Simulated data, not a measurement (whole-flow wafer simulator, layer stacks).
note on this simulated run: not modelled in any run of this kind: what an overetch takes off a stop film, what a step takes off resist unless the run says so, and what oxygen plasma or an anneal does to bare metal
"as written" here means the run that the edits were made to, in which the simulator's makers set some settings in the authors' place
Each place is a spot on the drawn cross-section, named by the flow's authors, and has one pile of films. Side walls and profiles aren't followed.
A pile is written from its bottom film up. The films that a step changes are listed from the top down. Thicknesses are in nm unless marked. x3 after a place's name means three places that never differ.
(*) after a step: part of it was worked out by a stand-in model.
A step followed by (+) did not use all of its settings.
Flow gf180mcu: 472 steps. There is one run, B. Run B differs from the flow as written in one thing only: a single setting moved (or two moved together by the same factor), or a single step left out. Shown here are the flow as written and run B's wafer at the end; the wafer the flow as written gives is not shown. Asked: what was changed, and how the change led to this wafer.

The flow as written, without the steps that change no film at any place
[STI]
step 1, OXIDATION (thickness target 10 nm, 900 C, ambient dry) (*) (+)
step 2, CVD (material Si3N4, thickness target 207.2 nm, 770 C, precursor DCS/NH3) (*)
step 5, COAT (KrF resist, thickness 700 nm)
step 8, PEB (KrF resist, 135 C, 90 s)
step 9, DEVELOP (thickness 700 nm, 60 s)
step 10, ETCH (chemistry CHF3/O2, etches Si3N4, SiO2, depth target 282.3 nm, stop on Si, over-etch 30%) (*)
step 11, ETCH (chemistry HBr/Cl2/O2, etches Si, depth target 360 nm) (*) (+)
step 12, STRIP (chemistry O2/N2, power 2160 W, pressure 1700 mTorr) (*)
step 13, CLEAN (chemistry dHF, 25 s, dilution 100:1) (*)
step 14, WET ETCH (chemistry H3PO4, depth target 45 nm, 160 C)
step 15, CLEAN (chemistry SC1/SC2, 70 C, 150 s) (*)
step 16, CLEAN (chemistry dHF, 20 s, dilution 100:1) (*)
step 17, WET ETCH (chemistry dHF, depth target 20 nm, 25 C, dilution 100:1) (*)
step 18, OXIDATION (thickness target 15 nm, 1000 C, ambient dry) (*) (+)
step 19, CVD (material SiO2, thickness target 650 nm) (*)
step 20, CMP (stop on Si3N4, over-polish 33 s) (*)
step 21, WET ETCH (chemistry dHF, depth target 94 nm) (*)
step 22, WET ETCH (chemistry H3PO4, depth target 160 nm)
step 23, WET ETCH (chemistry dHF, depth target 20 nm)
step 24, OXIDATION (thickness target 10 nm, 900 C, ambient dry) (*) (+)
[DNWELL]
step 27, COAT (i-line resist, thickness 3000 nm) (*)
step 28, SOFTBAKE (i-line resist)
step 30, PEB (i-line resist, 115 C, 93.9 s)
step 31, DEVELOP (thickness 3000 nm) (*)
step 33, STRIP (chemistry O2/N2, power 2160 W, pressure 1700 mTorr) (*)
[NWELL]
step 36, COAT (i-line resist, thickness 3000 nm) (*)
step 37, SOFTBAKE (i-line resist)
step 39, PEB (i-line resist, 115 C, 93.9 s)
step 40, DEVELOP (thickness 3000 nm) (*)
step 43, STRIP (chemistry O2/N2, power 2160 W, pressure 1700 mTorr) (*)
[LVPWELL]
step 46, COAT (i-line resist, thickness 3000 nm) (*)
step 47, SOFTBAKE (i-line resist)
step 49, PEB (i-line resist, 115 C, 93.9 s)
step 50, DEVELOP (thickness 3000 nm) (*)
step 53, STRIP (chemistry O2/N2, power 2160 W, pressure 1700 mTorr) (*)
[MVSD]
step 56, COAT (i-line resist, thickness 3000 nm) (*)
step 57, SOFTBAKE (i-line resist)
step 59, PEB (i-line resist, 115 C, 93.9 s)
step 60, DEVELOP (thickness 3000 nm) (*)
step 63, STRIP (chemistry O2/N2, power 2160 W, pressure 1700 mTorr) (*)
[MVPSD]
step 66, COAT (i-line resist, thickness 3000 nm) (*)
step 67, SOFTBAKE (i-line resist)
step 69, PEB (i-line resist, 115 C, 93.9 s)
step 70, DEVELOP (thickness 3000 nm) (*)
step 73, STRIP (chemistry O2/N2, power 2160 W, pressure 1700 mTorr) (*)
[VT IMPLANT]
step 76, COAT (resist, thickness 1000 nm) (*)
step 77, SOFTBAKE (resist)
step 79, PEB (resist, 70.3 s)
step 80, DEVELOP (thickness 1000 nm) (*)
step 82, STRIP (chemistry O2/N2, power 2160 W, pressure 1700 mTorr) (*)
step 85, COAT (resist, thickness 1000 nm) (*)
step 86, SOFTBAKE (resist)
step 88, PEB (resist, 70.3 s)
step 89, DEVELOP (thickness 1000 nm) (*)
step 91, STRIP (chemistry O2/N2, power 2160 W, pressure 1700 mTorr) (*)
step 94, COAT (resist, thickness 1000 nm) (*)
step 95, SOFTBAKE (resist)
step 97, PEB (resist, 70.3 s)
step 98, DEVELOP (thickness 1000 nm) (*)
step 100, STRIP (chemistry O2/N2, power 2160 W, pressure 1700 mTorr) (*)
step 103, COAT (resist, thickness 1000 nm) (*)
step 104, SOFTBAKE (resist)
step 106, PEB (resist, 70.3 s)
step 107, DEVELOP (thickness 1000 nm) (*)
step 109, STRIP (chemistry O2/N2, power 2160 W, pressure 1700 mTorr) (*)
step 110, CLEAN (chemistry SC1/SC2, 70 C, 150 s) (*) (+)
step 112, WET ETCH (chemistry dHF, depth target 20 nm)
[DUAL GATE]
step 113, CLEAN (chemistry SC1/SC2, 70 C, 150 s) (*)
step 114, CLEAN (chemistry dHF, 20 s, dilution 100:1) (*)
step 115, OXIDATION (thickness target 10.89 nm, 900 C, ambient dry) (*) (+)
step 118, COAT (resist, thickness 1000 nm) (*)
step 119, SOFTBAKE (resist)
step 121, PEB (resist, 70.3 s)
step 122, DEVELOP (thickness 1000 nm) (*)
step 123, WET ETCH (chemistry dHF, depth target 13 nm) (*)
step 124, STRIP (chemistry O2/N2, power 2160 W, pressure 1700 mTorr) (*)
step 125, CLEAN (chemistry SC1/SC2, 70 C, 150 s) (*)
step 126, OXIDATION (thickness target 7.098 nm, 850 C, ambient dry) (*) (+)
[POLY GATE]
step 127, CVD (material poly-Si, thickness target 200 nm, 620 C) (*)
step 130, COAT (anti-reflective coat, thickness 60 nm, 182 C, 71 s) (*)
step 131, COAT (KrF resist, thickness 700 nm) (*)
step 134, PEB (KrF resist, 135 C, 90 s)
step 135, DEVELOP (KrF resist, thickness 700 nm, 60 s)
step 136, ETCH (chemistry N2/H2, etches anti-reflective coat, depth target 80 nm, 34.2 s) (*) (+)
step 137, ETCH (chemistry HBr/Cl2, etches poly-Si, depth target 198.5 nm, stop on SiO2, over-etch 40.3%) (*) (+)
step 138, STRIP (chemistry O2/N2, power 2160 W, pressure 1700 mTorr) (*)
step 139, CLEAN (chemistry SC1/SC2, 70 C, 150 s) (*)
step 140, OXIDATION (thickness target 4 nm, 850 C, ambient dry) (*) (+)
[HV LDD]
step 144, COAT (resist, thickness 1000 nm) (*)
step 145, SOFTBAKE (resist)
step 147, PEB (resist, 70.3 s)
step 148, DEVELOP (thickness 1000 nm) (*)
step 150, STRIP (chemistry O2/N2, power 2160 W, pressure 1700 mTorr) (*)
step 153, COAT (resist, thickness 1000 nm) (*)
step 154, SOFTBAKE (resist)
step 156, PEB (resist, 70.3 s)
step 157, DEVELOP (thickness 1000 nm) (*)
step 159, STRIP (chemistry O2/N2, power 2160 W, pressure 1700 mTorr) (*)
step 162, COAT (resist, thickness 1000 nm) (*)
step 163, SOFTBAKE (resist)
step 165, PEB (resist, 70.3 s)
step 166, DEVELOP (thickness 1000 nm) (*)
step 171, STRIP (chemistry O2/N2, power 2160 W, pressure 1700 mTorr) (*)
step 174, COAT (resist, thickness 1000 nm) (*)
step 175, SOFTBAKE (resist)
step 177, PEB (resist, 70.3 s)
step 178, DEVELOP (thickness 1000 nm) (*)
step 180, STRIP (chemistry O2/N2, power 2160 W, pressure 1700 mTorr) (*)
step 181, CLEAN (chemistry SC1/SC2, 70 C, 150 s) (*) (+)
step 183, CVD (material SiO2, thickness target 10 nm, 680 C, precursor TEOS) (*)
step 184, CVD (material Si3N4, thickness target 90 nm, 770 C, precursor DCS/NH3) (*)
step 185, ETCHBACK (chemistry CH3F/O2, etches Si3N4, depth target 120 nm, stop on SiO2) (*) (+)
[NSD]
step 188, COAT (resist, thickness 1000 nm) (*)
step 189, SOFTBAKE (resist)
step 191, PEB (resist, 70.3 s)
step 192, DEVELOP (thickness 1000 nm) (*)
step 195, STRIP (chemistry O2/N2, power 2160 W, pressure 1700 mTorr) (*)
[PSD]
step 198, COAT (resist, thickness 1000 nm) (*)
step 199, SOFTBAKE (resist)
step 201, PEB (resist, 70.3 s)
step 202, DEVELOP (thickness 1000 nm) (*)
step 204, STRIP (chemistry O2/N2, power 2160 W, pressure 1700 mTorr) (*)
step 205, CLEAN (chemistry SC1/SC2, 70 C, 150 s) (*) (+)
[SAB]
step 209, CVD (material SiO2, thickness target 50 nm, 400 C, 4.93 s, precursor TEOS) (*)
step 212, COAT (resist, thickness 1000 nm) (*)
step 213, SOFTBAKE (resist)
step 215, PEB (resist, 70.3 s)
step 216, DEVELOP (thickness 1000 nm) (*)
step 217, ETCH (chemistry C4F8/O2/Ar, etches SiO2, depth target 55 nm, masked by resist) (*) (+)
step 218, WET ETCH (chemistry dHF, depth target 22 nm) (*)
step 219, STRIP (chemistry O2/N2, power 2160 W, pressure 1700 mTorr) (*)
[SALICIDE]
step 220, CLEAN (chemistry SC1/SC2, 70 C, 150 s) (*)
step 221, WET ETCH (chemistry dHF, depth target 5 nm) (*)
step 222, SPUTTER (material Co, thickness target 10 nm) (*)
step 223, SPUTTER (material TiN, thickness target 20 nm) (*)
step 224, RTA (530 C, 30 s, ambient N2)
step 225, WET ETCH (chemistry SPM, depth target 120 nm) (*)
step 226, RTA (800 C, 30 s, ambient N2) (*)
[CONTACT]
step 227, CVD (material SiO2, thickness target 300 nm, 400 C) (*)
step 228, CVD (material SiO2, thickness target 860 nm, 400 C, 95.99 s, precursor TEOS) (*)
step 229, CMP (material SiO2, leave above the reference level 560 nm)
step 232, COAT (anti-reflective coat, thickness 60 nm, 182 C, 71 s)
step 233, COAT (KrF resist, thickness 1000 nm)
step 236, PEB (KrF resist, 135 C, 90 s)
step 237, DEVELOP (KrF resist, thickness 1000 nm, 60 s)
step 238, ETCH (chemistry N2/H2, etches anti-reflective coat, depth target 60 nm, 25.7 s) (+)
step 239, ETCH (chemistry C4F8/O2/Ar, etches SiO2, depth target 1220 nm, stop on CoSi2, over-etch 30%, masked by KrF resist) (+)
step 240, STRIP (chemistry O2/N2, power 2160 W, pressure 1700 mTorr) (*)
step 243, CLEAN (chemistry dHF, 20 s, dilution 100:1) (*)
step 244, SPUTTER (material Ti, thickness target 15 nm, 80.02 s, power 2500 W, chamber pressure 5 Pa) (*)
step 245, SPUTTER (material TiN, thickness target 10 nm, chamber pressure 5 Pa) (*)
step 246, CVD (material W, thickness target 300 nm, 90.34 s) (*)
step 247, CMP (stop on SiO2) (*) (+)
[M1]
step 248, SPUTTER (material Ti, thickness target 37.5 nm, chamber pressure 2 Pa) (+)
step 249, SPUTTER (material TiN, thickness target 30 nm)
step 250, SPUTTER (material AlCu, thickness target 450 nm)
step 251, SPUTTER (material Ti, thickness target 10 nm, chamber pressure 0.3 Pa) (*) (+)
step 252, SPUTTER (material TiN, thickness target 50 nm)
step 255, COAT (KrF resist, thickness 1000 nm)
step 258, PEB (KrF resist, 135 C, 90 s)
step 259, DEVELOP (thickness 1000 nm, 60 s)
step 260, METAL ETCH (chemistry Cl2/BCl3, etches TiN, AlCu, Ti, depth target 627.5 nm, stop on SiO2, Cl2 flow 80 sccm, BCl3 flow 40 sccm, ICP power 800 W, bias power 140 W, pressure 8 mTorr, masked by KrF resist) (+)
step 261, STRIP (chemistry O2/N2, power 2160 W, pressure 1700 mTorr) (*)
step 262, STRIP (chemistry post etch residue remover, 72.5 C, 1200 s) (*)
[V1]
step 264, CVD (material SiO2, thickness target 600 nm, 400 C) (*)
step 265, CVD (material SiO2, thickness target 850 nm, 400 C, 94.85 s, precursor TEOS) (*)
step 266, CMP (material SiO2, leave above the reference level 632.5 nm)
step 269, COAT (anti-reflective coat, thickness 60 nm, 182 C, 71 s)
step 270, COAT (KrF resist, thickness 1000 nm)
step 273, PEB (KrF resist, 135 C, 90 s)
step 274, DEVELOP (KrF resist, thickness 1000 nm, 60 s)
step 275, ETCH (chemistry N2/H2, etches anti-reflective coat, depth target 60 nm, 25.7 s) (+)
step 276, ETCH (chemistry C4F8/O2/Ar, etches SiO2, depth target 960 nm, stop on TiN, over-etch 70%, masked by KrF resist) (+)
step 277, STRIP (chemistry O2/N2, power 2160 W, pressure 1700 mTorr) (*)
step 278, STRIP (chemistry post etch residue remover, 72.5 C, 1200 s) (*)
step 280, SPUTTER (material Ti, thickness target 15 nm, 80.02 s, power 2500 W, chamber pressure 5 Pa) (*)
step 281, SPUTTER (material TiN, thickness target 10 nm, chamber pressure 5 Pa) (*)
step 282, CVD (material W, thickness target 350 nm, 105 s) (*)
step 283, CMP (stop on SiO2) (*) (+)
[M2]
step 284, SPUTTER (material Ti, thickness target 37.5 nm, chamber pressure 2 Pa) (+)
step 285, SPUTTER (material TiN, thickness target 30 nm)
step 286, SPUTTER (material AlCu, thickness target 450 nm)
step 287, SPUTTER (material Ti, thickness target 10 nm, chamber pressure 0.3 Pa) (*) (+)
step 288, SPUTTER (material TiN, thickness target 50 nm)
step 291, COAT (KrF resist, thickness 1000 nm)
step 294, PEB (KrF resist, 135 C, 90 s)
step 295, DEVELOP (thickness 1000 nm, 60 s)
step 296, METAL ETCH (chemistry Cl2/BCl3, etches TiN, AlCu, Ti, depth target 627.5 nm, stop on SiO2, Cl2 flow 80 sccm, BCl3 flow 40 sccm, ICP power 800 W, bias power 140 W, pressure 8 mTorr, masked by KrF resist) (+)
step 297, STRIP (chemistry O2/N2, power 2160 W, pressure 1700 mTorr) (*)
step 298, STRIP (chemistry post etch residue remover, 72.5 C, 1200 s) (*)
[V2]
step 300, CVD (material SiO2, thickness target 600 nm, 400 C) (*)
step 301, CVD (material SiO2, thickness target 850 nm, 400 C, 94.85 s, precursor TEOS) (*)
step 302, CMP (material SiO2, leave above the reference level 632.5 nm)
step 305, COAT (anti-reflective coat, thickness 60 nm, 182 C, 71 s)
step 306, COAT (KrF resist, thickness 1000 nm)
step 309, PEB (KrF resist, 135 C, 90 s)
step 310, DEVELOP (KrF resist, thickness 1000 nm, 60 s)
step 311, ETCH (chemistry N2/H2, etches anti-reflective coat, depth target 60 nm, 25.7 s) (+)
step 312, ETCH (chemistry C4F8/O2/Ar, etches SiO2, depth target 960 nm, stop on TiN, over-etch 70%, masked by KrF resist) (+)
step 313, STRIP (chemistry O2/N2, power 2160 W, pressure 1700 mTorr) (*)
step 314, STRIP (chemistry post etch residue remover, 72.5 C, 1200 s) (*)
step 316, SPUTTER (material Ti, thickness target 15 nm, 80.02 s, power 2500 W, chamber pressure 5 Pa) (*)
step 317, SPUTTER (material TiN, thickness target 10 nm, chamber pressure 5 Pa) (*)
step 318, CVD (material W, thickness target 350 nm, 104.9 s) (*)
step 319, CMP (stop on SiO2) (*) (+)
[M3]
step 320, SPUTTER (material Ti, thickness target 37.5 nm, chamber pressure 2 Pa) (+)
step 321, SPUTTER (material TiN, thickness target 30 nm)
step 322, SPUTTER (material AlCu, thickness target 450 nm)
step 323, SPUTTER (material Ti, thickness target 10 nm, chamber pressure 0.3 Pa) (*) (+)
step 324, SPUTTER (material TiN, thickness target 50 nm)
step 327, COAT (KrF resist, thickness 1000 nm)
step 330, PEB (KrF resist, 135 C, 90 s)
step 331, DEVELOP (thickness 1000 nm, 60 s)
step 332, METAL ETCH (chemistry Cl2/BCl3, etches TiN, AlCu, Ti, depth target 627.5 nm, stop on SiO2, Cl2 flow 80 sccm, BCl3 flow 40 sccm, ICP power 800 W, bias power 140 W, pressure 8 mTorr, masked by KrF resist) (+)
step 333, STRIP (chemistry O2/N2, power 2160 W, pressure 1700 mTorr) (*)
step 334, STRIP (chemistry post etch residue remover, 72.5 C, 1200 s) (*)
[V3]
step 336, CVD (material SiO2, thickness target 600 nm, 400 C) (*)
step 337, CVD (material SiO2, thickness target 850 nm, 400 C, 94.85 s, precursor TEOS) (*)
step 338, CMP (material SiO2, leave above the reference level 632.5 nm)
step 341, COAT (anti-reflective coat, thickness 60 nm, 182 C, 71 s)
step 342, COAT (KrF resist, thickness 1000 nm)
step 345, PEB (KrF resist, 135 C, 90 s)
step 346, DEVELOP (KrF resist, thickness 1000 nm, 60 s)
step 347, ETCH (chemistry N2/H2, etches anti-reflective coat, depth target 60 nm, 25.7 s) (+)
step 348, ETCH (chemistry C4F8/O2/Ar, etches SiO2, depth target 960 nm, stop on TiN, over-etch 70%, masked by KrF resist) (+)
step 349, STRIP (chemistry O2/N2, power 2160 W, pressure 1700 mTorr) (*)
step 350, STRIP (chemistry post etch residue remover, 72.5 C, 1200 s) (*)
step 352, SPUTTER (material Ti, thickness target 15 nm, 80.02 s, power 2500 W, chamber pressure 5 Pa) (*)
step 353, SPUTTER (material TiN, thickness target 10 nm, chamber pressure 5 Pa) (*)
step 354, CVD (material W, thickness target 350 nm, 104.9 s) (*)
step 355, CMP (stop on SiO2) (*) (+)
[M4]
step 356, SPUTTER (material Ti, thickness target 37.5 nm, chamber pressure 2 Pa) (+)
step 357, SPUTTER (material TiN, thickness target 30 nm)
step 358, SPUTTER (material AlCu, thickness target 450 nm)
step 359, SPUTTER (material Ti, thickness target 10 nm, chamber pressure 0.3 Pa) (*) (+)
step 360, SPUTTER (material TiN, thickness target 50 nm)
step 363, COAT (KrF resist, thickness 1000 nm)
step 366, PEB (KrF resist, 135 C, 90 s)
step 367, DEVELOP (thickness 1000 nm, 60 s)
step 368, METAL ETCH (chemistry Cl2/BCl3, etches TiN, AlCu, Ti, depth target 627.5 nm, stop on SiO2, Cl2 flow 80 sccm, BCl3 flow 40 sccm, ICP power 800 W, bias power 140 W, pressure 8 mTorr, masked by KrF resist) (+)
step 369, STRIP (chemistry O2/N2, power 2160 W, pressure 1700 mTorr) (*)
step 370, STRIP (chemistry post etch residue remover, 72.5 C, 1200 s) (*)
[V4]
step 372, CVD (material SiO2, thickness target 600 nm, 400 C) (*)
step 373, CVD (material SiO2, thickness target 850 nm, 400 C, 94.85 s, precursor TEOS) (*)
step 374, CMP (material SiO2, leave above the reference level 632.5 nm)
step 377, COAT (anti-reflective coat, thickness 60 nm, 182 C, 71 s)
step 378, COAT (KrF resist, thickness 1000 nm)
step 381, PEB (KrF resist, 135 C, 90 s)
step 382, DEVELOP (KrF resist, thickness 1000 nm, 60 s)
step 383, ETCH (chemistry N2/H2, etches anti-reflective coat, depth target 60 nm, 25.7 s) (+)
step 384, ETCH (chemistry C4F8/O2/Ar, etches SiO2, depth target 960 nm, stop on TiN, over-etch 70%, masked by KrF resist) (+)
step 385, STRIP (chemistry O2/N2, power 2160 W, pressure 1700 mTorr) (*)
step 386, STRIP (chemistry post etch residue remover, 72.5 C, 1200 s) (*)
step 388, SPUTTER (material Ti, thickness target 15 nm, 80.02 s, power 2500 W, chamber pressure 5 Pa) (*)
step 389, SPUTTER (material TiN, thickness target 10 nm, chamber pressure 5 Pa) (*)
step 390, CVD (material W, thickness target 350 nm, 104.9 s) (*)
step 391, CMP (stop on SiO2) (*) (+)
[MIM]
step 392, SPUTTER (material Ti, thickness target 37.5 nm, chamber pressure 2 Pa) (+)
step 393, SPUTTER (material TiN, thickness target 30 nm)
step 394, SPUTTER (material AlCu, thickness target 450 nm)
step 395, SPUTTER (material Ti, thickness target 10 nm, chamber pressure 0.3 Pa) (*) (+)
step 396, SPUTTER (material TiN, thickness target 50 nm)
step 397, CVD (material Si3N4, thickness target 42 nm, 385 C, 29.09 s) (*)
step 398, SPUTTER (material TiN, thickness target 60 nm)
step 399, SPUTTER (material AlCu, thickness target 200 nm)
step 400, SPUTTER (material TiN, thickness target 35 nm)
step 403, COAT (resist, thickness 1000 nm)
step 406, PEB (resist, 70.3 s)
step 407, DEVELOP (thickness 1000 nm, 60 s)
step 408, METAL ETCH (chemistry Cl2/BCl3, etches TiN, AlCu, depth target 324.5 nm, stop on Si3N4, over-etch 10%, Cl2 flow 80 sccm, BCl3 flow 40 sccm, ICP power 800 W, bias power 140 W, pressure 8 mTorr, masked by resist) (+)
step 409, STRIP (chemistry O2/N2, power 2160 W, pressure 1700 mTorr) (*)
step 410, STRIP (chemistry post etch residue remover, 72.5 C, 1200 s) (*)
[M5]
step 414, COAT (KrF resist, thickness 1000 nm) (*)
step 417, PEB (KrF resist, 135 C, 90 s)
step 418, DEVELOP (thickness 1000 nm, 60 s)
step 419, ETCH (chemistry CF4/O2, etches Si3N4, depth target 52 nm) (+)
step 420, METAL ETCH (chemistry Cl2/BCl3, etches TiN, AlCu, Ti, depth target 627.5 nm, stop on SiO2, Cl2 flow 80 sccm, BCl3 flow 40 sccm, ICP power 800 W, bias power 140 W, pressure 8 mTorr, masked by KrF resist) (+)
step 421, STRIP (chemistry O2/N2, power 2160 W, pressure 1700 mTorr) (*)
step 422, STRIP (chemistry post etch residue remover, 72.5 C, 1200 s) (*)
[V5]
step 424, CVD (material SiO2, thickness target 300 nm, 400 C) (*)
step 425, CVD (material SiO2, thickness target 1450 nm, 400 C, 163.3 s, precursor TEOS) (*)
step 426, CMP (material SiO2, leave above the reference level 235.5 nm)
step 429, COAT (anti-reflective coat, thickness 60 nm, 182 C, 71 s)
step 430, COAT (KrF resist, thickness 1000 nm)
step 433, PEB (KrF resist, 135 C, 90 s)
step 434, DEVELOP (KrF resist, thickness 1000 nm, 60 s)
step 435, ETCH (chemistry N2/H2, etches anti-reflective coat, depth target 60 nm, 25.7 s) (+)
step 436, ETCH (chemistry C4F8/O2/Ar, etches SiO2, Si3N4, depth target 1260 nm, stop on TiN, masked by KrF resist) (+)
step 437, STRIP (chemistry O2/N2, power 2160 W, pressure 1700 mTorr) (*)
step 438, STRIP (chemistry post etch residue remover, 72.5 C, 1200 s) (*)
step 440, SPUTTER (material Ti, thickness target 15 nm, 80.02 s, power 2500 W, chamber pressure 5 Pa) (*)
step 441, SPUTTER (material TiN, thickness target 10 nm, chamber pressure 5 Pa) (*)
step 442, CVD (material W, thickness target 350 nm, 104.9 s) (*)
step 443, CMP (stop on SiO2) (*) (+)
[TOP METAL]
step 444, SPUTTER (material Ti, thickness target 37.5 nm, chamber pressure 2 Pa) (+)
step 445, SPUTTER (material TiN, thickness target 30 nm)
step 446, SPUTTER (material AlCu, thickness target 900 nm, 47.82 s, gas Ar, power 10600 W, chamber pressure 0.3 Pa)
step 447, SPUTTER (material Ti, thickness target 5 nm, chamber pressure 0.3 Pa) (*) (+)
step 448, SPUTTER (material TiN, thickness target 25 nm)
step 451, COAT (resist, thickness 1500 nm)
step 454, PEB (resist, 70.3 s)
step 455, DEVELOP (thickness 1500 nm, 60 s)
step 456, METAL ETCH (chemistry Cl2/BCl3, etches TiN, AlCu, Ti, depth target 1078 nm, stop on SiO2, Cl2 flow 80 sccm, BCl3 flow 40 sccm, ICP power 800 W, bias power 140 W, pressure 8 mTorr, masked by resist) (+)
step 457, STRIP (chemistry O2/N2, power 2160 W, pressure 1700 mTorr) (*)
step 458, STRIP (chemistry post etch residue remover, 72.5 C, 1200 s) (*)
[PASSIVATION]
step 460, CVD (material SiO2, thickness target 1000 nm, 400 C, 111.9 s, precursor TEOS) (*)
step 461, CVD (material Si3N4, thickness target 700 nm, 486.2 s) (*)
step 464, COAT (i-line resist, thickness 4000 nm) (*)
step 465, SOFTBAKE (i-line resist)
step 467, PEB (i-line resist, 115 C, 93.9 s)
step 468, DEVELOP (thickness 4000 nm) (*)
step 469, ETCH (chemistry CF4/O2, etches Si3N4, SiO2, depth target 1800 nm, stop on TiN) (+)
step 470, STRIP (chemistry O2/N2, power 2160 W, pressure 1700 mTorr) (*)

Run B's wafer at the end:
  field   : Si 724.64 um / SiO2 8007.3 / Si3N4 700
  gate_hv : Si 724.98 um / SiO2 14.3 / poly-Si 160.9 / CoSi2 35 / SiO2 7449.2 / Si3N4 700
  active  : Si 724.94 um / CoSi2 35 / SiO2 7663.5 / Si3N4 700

The reason: step 394, SPUTTER: thickness target 230 nm was run, while the flow as written has thickness target 450 nm.

How this came from the change, step by step:
  step 394, SPUTTER (material AlCu, thickness target 450 nm)
      field, field__w1, field__w2 and 108 more: AlCu gains 230 (new film) (as written it would have been: AlCu gains 450 (new film))
  step 420, METAL ETCH (chemistry Cl2/BCl3, etches TiN, AlCu, Ti, depth target 627.5 nm, stop on SiO2, Cl2 flow 80 sccm, BCl3 flow 40 sccm, ICP power 800 W, bias power 140 W, pressure 8 mTorr, masked by KrF resist) (+)
      field, field__w1, field__w2 and 101 more: TiN loses 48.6 (all of it), Ti loses 10 (all of it), AlCu loses 230 (all of it), TiN loses 30 (all of it), Ti loses 37.5 (all of it) (as written it would have been: TiN loses 48.6 (all of it), Ti loses 10 (all of it), AlCu loses 450 (all of it), TiN loses 30 (all of it), Ti loses 37.5 (all of it))
      field__w4, field__w8, contact, m1, m1__w1, mim, mim_1p0, m1_nw: KrF resist loses 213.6 (as written it would have been: KrF resist loses 251)
  step 421, STRIP (chemistry O2/N2, power 2160 W, pressure 1700 mTorr) (*)
      field__w8, m1__w1: KrF resist loses 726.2 (all of it) (as written it would have been: KrF resist loses 688.9 (all of it))
      contact, m1: KrF resist loses 726.7 (all of it) (as written it would have been: KrF resist loses 689.3 (all of it))
      (and at 4 other places as well)
  step 426, CMP (material SiO2, leave above the reference level 235.5 nm)
      field, field__w1, field__w5 and 92 more: SiO2 loses 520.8 (as written it would have been: SiO2 loses 300.8)
      field__w2, field__w3, field__w12 and 6 more: SiO2 loses 502.7 (as written it would have been: SiO2 loses 272.7)
